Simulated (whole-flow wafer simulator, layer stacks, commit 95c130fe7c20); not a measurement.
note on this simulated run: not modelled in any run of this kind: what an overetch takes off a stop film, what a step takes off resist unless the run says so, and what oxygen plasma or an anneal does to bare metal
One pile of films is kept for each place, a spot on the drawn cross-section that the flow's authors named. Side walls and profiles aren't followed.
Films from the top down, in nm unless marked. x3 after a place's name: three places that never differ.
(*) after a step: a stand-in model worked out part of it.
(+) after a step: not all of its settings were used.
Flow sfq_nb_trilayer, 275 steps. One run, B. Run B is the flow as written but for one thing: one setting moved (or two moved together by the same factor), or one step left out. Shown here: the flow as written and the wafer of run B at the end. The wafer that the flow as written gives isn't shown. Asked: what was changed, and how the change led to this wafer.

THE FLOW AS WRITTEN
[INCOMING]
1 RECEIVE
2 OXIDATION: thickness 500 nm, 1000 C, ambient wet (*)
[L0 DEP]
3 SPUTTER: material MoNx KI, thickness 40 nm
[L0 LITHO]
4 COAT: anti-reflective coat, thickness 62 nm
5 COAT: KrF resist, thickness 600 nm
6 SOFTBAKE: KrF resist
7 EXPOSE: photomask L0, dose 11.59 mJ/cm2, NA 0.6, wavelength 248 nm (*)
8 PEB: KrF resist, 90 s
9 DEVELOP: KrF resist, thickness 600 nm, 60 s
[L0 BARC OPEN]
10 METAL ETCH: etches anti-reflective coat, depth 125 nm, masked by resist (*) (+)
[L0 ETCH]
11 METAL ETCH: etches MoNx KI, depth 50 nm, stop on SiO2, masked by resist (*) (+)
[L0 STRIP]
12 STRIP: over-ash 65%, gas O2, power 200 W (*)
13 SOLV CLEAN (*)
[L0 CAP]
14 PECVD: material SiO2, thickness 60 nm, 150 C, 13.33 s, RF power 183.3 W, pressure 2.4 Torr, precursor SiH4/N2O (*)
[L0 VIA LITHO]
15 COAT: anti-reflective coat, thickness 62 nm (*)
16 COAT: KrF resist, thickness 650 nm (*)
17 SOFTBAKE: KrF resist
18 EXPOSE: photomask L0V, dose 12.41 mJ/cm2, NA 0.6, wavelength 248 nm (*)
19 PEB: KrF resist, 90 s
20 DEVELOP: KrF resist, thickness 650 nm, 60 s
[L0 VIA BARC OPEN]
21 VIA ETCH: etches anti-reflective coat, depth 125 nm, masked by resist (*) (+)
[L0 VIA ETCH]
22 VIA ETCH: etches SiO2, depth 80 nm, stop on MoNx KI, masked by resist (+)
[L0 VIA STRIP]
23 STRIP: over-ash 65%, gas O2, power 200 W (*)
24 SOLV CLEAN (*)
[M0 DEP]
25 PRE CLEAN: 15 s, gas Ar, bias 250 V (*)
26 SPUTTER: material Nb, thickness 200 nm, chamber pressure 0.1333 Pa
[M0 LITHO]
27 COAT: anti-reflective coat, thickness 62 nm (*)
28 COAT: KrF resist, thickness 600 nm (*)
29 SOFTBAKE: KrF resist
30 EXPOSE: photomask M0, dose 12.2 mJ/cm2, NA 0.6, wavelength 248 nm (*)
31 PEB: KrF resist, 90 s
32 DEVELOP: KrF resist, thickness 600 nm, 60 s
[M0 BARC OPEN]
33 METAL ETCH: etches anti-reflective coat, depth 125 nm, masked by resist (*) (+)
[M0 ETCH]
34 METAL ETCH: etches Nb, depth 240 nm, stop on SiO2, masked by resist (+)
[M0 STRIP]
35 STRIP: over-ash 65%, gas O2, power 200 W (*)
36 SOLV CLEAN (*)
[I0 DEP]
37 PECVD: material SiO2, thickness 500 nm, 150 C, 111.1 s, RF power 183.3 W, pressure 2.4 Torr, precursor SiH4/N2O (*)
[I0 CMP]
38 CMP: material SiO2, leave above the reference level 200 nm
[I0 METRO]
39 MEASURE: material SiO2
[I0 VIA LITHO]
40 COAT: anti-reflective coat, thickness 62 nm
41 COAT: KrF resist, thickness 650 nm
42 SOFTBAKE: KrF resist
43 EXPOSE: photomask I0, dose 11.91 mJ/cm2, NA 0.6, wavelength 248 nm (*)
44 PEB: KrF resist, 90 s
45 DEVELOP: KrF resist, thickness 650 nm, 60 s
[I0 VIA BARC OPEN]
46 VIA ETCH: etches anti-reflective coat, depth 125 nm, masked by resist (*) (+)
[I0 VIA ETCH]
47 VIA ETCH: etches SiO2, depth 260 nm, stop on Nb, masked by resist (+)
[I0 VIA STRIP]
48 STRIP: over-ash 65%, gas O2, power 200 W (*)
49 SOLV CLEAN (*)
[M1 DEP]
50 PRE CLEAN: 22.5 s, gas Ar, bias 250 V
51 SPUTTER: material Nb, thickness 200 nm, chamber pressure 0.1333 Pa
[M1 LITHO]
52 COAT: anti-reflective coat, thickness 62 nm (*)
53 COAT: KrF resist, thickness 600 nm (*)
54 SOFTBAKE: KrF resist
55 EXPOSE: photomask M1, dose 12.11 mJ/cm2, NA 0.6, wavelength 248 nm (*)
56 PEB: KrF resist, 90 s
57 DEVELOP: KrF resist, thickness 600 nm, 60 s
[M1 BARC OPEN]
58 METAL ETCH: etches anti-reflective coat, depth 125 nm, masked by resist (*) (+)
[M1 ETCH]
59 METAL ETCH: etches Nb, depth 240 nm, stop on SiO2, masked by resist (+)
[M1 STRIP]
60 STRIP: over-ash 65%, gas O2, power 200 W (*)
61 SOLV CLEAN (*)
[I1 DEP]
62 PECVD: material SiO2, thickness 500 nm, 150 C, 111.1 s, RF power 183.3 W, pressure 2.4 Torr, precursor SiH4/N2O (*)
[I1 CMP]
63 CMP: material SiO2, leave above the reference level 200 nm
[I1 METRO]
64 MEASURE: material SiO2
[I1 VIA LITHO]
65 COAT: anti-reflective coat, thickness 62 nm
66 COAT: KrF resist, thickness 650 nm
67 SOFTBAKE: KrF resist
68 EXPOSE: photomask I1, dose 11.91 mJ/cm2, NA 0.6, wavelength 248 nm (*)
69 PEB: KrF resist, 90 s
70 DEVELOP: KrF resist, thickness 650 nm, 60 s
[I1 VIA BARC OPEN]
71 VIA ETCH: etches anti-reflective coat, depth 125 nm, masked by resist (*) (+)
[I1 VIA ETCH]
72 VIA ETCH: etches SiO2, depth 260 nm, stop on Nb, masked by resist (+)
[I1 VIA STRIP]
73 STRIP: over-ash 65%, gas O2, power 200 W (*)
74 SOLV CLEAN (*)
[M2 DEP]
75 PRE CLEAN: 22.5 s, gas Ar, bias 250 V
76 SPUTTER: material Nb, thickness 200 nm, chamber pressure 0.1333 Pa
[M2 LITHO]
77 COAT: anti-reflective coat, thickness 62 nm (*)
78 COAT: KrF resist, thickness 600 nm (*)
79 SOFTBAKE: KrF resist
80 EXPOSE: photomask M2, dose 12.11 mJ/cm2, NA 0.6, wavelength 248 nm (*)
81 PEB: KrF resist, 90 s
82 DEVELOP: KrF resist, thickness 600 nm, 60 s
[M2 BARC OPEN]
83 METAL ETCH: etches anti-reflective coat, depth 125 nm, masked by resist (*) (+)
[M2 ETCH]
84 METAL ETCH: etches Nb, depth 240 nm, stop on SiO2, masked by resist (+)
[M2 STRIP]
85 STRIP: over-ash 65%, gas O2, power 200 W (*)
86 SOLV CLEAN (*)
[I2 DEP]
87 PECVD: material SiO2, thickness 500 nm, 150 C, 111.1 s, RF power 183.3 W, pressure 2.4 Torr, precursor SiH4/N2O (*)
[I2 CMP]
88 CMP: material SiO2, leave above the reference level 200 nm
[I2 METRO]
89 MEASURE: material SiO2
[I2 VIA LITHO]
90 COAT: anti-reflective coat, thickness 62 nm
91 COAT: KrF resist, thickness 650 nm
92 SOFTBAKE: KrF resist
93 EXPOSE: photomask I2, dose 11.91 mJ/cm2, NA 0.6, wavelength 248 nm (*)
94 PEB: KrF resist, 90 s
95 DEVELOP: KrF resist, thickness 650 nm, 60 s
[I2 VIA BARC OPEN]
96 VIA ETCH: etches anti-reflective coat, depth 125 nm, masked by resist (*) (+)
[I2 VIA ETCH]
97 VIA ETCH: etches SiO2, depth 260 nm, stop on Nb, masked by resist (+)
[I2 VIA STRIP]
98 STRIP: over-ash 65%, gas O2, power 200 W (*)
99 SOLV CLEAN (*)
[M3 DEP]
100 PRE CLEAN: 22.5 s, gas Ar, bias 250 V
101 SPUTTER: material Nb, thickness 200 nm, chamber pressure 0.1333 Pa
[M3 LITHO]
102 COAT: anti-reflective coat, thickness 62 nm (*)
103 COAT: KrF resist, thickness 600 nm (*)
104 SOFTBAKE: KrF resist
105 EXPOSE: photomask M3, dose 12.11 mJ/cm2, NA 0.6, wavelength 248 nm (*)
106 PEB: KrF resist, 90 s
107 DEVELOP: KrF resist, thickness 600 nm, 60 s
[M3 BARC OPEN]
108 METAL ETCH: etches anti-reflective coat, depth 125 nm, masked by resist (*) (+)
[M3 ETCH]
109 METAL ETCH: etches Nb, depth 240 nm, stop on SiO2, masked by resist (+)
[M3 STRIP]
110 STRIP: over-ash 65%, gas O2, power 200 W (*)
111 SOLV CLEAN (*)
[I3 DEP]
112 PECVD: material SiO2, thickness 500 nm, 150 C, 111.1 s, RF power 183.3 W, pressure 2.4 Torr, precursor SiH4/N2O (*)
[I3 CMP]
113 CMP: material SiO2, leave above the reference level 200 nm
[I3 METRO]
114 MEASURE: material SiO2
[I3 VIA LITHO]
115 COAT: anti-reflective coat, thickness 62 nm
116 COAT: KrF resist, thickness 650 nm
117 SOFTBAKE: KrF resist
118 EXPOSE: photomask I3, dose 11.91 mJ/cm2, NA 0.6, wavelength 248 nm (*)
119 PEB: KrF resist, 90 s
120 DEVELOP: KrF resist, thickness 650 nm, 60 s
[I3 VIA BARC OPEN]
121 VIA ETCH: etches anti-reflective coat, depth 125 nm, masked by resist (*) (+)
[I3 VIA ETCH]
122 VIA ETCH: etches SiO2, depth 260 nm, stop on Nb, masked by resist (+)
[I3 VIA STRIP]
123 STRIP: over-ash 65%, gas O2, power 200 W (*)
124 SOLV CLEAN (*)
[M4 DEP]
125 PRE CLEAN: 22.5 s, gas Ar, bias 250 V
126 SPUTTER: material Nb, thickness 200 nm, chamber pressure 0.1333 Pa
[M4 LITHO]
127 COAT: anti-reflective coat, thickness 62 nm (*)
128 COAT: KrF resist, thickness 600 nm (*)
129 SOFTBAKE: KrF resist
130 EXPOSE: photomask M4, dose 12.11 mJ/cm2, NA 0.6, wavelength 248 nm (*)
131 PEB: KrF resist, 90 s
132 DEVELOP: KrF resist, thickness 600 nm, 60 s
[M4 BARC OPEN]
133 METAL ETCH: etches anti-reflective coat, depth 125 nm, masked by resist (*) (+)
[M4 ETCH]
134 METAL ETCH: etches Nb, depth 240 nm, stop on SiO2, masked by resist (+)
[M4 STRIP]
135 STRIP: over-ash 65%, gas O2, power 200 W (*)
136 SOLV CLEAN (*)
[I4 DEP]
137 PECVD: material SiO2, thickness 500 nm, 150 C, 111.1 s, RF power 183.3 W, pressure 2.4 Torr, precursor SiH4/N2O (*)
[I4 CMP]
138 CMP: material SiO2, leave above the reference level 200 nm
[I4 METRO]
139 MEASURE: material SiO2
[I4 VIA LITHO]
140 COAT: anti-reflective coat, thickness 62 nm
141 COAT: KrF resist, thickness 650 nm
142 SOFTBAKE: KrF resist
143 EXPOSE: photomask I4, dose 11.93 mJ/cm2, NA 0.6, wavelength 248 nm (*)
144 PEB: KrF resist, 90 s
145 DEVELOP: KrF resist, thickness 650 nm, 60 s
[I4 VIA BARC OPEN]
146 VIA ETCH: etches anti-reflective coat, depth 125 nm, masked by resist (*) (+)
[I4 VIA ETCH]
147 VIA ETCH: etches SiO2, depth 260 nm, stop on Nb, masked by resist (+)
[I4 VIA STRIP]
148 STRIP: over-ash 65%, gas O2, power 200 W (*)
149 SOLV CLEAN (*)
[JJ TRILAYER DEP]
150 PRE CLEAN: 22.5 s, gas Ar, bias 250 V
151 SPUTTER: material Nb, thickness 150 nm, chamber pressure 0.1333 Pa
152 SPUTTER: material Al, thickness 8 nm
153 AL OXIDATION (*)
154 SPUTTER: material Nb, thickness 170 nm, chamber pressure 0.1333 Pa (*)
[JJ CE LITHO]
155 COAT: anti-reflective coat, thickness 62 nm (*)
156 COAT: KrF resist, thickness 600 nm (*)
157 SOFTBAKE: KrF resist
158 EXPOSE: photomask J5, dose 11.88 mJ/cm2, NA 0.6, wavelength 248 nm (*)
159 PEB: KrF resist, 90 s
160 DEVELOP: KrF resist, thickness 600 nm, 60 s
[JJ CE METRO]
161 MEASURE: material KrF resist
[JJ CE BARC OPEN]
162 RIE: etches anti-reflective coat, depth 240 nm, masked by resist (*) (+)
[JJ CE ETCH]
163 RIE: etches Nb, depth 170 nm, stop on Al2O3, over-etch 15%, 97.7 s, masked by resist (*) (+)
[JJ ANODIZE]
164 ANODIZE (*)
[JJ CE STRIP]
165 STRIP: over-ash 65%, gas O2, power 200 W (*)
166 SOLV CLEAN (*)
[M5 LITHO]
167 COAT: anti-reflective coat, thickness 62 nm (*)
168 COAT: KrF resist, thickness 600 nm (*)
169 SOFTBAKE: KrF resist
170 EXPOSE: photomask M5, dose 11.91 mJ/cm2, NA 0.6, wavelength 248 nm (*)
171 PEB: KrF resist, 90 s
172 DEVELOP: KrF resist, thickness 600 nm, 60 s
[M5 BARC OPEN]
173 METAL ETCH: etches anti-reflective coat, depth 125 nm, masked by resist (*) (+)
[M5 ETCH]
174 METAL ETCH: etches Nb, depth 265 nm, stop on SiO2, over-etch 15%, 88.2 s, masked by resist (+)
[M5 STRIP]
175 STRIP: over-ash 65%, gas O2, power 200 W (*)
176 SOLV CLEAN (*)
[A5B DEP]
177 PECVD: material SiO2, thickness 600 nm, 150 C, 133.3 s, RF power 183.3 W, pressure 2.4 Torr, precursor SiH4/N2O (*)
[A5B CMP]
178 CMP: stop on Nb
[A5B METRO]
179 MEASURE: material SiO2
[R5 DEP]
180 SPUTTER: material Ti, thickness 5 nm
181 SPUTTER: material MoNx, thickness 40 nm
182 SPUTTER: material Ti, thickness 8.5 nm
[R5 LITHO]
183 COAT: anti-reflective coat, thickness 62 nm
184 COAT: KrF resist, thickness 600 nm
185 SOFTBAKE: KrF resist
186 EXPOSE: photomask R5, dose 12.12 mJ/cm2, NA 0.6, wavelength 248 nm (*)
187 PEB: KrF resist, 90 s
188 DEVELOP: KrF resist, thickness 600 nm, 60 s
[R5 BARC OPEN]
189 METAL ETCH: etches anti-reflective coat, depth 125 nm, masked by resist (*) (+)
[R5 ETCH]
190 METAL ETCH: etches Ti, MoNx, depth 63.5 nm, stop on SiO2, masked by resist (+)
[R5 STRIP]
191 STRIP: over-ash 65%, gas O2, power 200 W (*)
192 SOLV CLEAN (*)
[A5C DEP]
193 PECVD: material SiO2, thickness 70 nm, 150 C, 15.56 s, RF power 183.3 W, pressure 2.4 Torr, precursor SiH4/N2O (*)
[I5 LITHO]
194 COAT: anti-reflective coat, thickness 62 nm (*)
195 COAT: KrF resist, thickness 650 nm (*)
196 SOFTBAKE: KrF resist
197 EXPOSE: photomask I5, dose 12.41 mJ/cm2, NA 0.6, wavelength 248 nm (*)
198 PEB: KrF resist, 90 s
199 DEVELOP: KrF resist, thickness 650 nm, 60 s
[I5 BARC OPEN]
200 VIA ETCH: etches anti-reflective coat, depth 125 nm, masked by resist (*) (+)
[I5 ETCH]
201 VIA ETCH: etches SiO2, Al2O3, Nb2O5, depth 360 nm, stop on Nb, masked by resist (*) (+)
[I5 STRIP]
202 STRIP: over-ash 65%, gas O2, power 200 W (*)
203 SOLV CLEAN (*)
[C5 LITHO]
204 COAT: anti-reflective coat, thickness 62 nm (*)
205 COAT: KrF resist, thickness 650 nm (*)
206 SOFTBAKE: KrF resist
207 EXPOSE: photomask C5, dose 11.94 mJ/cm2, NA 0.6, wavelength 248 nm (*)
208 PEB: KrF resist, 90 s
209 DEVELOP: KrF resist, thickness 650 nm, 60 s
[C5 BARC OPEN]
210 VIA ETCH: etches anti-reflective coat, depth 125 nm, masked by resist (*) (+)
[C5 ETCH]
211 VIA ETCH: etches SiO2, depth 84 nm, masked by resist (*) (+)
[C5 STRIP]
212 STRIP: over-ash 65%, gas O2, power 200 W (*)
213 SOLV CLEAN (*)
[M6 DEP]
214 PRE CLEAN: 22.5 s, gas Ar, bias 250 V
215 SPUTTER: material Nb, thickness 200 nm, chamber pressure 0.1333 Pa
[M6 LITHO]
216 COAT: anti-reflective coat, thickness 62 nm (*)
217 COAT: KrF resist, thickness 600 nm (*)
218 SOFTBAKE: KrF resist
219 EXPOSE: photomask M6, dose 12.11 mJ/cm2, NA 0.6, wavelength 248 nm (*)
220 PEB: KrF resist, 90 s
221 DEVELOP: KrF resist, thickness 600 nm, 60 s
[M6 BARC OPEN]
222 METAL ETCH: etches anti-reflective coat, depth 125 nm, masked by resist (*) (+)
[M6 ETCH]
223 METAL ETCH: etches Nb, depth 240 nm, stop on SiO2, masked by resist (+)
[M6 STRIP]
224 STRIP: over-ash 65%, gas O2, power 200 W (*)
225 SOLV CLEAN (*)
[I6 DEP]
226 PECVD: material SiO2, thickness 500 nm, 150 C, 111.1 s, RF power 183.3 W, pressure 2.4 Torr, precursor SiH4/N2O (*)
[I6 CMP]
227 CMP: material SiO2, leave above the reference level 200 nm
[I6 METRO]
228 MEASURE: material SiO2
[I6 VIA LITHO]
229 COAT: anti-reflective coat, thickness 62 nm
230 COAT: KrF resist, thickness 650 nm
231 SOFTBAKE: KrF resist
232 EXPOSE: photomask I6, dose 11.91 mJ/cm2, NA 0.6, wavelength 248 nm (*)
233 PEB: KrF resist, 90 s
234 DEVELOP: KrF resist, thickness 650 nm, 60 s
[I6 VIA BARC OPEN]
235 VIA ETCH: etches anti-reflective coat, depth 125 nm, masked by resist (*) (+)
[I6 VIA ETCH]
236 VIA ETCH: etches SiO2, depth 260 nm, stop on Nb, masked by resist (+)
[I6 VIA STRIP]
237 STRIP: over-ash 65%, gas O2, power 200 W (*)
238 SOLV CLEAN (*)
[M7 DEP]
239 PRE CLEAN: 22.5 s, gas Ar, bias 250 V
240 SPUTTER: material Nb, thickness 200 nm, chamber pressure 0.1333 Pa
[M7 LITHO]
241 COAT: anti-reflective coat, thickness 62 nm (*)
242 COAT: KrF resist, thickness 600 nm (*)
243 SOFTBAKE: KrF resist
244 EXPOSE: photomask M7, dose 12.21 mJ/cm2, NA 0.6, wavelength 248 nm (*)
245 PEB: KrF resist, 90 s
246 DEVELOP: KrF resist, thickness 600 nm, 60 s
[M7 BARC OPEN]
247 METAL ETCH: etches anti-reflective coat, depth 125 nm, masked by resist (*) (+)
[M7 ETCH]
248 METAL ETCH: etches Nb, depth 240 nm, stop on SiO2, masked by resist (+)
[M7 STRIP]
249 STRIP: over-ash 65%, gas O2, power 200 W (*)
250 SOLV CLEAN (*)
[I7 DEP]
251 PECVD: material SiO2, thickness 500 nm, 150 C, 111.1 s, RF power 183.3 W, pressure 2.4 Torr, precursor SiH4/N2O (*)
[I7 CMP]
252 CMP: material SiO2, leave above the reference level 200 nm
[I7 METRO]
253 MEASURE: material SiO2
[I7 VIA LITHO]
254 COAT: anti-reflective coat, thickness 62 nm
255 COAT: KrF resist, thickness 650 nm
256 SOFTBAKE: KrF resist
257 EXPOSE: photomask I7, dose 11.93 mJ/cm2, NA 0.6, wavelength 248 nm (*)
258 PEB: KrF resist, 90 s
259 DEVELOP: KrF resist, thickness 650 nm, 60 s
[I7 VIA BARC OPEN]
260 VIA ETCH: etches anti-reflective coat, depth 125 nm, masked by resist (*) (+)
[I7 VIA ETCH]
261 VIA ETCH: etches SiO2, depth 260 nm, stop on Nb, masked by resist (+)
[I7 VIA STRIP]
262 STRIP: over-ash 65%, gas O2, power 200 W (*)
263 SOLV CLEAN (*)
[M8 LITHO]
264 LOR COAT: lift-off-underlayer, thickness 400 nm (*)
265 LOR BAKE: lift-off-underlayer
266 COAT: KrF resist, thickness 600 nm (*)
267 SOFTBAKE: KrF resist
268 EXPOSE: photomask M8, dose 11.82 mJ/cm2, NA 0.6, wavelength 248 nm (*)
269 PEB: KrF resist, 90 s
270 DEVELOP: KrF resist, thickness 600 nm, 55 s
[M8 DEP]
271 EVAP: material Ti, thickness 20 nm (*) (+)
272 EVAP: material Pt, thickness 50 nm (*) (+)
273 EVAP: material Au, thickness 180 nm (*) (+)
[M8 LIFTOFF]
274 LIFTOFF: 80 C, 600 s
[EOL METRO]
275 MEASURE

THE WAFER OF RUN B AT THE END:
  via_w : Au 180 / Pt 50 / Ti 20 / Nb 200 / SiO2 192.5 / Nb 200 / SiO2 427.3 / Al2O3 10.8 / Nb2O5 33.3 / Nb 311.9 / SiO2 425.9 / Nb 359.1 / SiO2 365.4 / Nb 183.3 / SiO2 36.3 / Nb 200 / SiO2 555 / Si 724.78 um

The cause: step 47, VIA ETCH: depth 156 nm was run, where the flow has depth 260 nm.

How the change led to this, step by step:
  47 VIA ETCH: etches SiO2, depth 260 nm, stop on Nb, masked by resist (+)
      via_w: SiO2 -156 (as written it would be: SiO2 -199.8 (all of it))
      field_l, v_sur, via_wl and 102 more: KrF resist -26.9 (as written it would be: KrF resist -44.8)
  48 STRIP: over-ash 65%, gas O2, power 200 W (*)
      field_l, v_sur, via_wl and 102 more: KrF resist -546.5 (all of it), anti-reflective coat -62 (all of it) (as written it would be: KrF resist -528.6 (all of it), anti-reflective coat -62 (all of it))
  50 PRE CLEAN: 22.5 s, gas Ar, bias 250 V
      via_w: SiO2 -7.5 (as written it would be: Nb -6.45)
  51 SPUTTER: material Nb, thickness 200 nm, chamber pressure 0.1333 Pa
      via_w: Nb +183.3 (new film) (as written it would be: Nb +174.5)
  52 COAT: anti-reflective coat, thickness 62 nm (*)
      via_w: anti-reflective coat +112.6 (new film) (as written it would be: anti-reflective coat +123.1 (new film))
      via_wr: anti-reflective coat +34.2 (new film) (as written it would be: anti-reflective coat +34.9 (new film))
  53 COAT: KrF resist, thickness 600 nm (*)
      via_w: KrF resist +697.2 (new film) (as written it would be: KrF resist +731.8 (new film))
  60 STRIP: over-ash 65%, gas O2, power 200 W (*)
      via_w: KrF resist -479.3 (all of it), anti-reflective coat -112.6 (all of it) (as written it would be: KrF resist -513.8 (all of it), anti-reflective coat -123.1 (all of it))
      via_wr: KrF resist -390.1 (all of it), anti-reflective coat -34.2 (all of it) (as written it would be: KrF resist -384.4 (all of it), anti-reflective coat -34.9 (all of it))
  62 PECVD: material SiO2, thickness 500 nm, 150 C, 111.1 s, RF power 183.3 W, pressure 2.4 Torr, precursor SiH4/N2O (*)
      via_w: SiO2 +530 (new film) (as written it would be: SiO2 +606 (new film))
  63 CMP: material SiO2, leave above the reference level 200 nm
      via_w: SiO2 -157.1 (as written it would be: SiO2 -181.6)
Counting metal films that touch as one body, via_w has 6 bodies (between them, from the top down: SiO2 192.5; SiO2 427.3 / Al2O3 10.8 / Nb2O5 33.3; SiO2 425.9; SiO2 365.4; SiO2 36.3); the flow as written gives 5 bodies (between them, from the top down: SiO2 192.5; SiO2 427.3 / Al2O3 10.8 / Nb2O5 33.3; SiO2 425.9; SiO2 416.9).
